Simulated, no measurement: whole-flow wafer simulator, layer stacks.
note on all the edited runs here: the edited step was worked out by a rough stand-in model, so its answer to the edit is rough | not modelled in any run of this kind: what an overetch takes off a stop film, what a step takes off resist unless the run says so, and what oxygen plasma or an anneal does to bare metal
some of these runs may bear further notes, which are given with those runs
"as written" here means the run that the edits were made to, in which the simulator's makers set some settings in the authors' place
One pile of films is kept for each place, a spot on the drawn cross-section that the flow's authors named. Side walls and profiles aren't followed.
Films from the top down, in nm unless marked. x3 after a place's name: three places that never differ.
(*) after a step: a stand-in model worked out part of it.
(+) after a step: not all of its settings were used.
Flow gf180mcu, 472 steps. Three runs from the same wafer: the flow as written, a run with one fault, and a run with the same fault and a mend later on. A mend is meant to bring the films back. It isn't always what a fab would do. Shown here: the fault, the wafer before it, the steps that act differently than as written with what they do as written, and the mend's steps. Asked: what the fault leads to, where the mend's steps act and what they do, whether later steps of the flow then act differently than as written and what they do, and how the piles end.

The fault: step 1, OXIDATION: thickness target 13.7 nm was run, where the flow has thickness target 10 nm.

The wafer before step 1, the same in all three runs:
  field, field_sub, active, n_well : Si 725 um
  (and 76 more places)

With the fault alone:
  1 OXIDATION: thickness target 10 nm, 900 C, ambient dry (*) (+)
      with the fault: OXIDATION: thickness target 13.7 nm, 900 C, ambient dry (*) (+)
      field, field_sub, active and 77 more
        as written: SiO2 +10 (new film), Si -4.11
        with the fault: SiO2 +13.7 (new film), Si -5.74
  Later steps of the flow that act differently than as written (99 more steps differ only slightly, by at most 2% or 0.5 nm, whichever is larger, and aren't shown):
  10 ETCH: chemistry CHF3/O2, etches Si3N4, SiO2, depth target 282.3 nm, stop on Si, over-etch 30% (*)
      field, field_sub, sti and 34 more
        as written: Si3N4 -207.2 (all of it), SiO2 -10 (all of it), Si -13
        with the fault: Si3N4 -207.2 (all of it), SiO2 -13.7 (all of it), Si -12.3
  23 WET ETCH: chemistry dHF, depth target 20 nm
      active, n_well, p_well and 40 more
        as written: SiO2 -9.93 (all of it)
        with the fault: SiO2 -13.6 (all of it)
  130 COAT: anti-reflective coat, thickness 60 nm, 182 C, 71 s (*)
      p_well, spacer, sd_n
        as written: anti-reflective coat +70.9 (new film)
        with the fault: anti-reflective coat +74.4 (new film)
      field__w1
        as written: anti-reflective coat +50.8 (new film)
        with the fault: anti-reflective coat +49 (new film)
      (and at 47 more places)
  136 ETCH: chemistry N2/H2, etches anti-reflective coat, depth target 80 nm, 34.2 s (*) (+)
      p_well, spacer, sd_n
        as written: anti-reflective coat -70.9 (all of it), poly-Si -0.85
        with the fault: anti-reflective coat -74.4 (all of it), poly-Si -0.76
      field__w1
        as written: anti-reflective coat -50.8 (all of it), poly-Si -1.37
        with the fault: anti-reflective coat -49 (all of it), poly-Si -1.41
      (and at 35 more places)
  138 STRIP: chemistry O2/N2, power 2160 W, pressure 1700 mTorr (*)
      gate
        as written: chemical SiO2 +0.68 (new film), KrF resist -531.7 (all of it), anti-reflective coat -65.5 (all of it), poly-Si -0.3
        with the fault: chemical SiO2 +0.68 (new film), KrF resist -531.8 (all of it), anti-reflective coat -67.1 (all of it), poly-Si -0.3
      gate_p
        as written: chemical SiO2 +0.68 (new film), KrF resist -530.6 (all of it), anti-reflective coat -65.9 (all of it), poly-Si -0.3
        with the fault: chemical SiO2 +0.68 (new film), KrF resist -530.7 (all of it), anti-reflective coat -67.7 (all of it), poly-Si -0.3
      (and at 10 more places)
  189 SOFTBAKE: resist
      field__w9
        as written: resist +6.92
        with the fault: resist -3.09
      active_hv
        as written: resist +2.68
        with the fault: resist -0.46
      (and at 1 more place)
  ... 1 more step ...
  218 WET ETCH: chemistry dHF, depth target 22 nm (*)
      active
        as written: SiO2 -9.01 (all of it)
        with the fault: SiO2 -8.42 (all of it)
  At the end the piles differ from the flow's only slightly at the places that both follow, by at most 2% or 0.5 nm, whichever is larger.

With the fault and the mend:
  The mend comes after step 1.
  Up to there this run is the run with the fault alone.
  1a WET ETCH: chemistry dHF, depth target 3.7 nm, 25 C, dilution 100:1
      field, field_sub, active and 77 more
        SiO2 -3.7
  No later step of the flow acts differently than as written at any place that is followed.
  At the end the piles differ from the flow's only slightly at the places that both follow, by at most 2% or 0.5 nm, whichever is larger.
